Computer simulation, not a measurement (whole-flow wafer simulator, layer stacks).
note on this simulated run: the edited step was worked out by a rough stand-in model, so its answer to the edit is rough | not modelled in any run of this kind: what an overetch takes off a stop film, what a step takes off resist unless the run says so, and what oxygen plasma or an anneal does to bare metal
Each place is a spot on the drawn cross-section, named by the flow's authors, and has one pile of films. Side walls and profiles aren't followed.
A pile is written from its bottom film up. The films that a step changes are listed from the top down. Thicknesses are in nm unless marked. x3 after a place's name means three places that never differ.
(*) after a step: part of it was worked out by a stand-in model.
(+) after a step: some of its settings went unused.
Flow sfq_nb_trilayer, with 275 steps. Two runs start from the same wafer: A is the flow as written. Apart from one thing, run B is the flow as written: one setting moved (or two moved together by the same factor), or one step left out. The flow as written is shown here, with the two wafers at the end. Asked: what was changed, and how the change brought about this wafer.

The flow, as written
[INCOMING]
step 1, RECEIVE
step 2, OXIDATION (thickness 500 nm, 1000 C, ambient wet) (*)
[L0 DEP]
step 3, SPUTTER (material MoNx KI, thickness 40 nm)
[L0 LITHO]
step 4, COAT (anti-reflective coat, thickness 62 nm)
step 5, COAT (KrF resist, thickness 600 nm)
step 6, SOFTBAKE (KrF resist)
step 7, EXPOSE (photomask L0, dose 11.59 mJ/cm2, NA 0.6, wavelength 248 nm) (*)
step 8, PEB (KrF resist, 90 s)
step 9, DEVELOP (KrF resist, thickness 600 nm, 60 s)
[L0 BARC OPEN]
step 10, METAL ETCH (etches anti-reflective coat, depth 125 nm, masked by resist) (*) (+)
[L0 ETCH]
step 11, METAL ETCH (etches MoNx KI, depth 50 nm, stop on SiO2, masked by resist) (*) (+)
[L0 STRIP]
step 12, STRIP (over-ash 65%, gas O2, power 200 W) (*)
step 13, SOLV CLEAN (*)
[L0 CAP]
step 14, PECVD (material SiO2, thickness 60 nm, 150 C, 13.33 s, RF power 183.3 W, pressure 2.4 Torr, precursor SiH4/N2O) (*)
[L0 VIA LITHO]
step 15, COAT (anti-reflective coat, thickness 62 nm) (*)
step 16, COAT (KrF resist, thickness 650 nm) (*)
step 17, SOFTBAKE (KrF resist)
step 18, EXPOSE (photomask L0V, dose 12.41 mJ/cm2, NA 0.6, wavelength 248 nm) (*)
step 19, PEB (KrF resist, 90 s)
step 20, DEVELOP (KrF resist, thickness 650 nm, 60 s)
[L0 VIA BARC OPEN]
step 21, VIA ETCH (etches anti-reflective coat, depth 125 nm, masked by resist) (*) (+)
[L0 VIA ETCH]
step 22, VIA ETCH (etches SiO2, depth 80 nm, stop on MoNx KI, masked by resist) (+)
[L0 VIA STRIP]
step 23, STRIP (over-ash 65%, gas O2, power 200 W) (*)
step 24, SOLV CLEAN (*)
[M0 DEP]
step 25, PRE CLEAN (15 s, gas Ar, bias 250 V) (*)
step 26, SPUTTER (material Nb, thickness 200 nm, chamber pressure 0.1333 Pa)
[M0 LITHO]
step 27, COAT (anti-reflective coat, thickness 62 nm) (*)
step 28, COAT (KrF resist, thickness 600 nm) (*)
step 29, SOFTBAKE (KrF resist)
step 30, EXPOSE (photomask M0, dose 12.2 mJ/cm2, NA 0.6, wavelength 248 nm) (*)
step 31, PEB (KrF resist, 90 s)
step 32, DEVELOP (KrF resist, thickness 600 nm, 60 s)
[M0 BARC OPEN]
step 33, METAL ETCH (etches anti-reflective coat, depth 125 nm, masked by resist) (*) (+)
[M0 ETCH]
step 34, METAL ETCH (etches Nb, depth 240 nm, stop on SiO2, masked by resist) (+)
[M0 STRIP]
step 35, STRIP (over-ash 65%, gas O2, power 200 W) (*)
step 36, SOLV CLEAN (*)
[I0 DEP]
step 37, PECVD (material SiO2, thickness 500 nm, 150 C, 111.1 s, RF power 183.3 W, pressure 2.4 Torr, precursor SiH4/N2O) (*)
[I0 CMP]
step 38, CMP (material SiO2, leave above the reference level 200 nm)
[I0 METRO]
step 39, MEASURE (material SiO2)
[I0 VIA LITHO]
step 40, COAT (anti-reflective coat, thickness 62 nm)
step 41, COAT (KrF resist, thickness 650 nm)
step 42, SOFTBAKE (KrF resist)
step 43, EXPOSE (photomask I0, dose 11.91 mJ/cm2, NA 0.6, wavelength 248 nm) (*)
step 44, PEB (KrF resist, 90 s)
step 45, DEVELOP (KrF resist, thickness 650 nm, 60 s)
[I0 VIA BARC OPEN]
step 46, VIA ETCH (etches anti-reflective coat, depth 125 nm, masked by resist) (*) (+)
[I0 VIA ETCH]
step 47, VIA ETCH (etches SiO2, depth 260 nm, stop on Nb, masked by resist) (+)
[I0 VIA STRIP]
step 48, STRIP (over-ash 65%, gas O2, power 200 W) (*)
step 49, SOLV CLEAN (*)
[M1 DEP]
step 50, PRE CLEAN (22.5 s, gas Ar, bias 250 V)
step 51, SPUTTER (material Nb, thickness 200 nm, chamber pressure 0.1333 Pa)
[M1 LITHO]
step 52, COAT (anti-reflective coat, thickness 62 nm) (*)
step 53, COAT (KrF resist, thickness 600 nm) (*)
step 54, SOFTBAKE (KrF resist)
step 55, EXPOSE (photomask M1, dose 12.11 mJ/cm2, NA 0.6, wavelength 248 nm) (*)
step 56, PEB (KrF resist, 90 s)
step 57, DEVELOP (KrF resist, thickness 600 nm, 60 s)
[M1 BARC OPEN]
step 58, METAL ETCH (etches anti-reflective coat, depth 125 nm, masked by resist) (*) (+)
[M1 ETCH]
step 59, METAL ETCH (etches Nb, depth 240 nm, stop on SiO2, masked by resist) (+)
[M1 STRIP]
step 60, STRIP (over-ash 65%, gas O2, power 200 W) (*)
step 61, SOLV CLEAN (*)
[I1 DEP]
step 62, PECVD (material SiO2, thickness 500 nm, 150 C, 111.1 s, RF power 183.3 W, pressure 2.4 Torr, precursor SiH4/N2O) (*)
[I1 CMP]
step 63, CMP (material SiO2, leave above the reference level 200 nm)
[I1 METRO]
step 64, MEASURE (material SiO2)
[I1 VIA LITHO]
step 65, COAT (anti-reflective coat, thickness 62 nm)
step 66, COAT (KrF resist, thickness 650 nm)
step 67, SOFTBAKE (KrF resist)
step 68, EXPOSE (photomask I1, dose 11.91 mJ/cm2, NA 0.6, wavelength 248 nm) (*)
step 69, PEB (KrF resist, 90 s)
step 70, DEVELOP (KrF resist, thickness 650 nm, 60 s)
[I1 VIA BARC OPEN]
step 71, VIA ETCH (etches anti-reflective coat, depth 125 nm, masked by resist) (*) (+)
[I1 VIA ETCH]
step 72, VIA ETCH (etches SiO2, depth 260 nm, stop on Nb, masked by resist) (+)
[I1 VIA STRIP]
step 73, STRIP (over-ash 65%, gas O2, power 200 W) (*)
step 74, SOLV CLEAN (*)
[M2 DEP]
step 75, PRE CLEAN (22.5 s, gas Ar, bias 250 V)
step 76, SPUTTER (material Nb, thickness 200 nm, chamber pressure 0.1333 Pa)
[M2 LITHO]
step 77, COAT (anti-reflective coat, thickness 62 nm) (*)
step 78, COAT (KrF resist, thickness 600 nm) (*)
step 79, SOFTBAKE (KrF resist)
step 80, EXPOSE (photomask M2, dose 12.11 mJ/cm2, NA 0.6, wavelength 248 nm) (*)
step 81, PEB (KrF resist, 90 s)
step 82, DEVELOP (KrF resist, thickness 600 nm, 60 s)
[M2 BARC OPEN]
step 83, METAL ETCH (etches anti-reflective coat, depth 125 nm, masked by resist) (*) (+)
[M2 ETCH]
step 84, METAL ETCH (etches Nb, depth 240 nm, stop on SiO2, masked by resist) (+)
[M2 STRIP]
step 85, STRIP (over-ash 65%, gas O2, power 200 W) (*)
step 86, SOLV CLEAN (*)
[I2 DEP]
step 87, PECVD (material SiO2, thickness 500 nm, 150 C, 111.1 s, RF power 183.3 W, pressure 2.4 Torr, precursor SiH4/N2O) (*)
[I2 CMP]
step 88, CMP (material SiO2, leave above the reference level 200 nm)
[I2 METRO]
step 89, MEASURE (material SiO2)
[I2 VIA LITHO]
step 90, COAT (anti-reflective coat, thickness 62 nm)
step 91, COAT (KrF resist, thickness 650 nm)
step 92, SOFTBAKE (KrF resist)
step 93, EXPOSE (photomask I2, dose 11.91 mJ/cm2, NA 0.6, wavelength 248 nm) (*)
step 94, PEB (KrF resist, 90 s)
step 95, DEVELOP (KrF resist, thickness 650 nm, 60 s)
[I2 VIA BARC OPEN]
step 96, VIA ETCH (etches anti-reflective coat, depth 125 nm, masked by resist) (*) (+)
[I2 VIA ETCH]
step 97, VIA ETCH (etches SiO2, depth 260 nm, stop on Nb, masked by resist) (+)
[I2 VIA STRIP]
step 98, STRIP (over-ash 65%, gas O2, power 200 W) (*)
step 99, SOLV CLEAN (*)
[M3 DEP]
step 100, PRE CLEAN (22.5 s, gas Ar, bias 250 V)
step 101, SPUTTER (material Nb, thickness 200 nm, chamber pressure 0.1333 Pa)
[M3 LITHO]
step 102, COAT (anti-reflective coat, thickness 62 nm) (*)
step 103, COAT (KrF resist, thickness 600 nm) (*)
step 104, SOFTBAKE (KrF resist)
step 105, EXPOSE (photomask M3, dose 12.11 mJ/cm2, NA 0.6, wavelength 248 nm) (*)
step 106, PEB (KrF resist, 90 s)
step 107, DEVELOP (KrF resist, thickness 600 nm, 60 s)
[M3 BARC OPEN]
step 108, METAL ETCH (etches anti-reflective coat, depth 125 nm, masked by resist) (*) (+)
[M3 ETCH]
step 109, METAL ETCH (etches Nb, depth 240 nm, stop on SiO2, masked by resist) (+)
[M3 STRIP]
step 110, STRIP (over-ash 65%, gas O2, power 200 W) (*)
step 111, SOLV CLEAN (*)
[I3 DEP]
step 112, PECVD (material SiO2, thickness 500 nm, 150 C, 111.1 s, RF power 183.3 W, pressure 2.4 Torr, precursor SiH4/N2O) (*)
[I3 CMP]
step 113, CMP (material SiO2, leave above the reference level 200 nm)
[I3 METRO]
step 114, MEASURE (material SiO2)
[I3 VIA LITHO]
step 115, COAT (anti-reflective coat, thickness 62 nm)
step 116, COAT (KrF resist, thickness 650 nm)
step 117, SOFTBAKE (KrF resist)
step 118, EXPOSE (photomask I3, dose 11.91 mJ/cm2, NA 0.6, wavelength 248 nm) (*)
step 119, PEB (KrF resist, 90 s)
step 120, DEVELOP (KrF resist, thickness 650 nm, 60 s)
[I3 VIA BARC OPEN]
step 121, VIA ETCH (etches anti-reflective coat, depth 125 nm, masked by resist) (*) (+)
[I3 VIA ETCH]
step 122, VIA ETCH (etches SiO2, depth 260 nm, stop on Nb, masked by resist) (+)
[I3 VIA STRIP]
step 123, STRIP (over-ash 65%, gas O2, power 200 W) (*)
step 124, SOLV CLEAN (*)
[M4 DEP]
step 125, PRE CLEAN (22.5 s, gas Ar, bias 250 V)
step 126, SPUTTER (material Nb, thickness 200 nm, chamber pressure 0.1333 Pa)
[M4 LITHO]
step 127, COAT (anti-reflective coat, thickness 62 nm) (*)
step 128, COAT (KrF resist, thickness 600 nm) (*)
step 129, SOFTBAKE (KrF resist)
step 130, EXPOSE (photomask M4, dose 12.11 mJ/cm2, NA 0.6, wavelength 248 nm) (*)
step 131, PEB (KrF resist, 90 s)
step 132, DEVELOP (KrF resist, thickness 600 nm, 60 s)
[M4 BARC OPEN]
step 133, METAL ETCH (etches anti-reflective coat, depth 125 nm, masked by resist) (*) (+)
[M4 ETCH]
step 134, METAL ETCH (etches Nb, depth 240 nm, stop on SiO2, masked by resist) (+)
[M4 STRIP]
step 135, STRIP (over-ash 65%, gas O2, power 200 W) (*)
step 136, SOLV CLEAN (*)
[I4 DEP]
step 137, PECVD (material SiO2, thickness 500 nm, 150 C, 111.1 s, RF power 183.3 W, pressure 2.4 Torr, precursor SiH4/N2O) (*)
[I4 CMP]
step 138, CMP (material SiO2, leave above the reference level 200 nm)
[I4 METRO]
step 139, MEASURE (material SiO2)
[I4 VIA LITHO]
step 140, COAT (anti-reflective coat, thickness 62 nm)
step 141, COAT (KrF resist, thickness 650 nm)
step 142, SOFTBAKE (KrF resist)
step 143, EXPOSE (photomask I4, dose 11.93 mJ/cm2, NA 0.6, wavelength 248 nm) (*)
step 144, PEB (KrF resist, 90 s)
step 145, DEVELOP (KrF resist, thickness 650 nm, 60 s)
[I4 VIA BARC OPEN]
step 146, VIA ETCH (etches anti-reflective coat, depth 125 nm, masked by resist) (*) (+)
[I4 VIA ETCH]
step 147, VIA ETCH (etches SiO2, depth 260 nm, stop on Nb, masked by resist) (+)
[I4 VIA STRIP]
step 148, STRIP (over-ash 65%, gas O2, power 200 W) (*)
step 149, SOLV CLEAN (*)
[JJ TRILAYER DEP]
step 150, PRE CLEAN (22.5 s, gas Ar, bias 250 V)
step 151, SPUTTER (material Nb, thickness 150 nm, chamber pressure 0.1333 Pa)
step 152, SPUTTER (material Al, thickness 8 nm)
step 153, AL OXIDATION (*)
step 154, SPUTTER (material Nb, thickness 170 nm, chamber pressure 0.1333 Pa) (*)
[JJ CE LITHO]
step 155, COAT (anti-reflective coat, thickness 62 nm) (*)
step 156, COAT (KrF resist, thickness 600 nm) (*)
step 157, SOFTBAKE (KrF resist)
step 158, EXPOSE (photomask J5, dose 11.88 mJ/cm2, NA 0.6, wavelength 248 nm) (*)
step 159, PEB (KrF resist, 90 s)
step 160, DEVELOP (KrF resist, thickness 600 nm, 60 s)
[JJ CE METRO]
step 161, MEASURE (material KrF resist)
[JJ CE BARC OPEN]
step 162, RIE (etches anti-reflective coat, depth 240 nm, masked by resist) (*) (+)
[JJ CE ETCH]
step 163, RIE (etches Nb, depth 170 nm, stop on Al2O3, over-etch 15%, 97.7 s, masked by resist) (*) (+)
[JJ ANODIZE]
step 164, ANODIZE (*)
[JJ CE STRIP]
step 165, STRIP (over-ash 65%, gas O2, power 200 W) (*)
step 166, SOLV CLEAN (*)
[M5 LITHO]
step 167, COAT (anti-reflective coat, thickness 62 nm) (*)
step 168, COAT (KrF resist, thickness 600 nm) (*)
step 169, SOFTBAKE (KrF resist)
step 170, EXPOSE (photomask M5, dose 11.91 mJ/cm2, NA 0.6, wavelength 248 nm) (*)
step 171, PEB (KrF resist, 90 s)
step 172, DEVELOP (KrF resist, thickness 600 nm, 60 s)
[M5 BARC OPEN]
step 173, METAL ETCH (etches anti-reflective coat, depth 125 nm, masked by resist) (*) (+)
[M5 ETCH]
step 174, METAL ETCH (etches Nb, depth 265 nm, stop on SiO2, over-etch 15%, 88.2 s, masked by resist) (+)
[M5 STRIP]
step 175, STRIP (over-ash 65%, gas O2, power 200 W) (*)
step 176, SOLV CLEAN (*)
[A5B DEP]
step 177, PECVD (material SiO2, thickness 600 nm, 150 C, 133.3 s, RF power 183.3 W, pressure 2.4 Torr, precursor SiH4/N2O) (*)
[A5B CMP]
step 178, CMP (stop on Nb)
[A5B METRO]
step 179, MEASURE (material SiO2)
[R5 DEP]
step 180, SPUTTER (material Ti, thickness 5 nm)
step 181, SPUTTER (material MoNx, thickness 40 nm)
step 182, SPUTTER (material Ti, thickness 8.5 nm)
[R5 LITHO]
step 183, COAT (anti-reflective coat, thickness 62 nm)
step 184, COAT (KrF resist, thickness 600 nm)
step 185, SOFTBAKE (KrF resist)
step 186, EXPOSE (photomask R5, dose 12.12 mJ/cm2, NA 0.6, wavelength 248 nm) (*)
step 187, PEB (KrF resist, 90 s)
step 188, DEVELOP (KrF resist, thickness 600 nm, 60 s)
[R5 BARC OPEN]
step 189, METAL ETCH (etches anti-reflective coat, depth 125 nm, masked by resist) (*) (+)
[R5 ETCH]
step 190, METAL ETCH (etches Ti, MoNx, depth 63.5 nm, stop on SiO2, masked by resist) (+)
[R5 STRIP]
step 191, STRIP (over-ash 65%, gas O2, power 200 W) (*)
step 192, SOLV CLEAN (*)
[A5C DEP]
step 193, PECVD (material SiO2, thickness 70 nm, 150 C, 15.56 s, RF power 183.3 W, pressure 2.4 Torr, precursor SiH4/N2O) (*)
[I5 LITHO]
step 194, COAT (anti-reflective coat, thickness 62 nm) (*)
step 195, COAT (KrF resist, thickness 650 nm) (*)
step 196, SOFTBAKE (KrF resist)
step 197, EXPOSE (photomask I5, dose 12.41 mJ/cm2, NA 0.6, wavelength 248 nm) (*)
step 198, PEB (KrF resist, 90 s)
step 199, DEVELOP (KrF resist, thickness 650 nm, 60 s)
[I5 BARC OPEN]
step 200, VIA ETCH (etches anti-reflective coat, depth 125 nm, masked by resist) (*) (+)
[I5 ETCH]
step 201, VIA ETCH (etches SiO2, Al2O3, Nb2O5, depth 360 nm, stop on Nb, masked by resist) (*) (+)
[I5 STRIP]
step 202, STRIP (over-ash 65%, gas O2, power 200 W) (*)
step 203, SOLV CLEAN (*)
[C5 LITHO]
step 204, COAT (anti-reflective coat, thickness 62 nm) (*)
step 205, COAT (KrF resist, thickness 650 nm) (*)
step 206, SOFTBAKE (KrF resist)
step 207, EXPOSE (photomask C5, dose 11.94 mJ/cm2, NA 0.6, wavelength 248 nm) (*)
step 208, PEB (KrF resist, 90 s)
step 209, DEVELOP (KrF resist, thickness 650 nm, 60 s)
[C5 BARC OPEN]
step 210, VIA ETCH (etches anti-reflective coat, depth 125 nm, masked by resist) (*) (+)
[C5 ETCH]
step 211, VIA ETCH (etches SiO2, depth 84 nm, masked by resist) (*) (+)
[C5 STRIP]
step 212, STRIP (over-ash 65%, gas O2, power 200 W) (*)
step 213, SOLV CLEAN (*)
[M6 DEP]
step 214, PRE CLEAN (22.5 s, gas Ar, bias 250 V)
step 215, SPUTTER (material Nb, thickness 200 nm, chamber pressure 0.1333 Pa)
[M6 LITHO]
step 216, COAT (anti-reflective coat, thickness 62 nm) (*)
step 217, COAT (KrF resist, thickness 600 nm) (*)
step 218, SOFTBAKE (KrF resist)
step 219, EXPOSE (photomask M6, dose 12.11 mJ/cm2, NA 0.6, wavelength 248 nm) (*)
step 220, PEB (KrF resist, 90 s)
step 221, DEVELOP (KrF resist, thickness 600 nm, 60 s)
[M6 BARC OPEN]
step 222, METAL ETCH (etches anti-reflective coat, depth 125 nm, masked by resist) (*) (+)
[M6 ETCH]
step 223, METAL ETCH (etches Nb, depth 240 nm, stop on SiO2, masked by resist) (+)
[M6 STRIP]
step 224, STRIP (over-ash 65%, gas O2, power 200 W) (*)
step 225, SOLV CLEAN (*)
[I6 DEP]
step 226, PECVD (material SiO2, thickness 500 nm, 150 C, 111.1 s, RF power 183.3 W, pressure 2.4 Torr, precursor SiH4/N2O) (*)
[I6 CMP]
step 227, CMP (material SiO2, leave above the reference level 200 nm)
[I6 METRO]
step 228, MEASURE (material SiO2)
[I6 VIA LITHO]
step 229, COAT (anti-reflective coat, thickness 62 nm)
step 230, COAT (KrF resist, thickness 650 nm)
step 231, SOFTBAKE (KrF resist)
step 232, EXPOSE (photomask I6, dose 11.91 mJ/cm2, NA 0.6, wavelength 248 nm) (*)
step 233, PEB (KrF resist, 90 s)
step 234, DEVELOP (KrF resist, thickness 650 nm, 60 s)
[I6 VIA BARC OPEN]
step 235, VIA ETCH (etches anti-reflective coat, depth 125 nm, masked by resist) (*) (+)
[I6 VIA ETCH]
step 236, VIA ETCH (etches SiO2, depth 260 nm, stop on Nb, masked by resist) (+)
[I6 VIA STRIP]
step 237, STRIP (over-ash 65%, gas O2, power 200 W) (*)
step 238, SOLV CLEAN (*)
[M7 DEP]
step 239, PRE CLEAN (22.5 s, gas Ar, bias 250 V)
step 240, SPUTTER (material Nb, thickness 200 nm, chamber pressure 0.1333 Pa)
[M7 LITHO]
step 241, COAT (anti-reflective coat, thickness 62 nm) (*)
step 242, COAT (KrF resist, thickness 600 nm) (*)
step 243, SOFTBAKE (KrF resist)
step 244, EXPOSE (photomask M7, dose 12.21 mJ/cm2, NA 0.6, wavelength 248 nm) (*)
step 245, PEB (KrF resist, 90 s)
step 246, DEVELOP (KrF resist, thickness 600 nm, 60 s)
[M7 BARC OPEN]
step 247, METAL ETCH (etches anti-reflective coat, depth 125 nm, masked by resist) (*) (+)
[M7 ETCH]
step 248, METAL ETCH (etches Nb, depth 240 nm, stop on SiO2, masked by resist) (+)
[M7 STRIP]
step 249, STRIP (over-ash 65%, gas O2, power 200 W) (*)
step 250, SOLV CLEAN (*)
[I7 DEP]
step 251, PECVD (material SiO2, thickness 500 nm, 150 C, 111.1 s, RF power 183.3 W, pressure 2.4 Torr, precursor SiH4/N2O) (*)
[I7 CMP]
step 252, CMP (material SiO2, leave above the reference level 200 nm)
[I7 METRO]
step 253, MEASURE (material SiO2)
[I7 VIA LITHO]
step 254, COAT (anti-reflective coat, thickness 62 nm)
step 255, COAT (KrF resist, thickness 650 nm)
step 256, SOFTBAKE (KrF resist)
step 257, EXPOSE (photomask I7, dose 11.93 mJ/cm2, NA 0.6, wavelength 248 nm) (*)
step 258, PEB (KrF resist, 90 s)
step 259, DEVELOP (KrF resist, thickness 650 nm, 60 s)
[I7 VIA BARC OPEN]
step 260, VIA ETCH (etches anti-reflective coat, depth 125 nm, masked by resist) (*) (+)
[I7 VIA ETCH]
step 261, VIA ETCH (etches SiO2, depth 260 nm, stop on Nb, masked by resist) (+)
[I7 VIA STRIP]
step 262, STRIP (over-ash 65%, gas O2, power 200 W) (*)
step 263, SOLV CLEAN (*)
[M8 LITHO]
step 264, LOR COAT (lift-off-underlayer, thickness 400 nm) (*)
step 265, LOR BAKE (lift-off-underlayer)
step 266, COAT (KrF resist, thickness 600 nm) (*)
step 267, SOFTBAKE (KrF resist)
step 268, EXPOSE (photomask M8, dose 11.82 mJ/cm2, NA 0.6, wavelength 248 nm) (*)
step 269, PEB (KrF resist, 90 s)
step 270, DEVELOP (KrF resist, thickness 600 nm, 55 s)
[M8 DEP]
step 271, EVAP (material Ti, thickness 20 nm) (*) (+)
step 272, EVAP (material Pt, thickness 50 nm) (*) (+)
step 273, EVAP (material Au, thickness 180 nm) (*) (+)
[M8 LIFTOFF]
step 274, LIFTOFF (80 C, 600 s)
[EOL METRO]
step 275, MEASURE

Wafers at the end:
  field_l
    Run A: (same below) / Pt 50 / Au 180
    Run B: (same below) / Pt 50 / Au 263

The reason: step 273, EVAP: thickness 263 nm was run, whereas the flow has thickness 180 nm.
The wafer lets one read it off: field_l has Au 263, and step 273 as written asks for 180 nm.

Step by step, how the change led to this:
  step 273, EVAP (material Au, thickness 180 nm) (*) (+)
      field_l, v_sur, via_wl and 103 more: A +180 Au (new film) | B +263 Au (new film)
  step 274, LIFTOFF (80 C, 600 s)
      p4_fl, p4_fm, p4_w1 and 71 more: A -180 Au (all of it), -50 Pt (all of it), -20 Ti (all of it), -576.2 KrF resist (all of it), -400 lift-off-underlayer (all of it) | B -263 Au (all of it), -50 Pt (all of it), -20 Ti (all of it), -576.2 KrF resist (all of it), -400 lift-off-underlayer (all of it)
      c5j, ce_r: A -180 Au (all of it), -50 Pt (all of it), -20 Ti (all of it), -573.3 KrF resist (all of it), -399.3 lift-off-underlayer (all of it) | B -263 Au (all of it), -50 Pt (all of it), -20 Ti (all of it), -573.3 KrF resist (all of it), -399.3 lift-off-underlayer (all of it)
      (as well as at 19 more places)
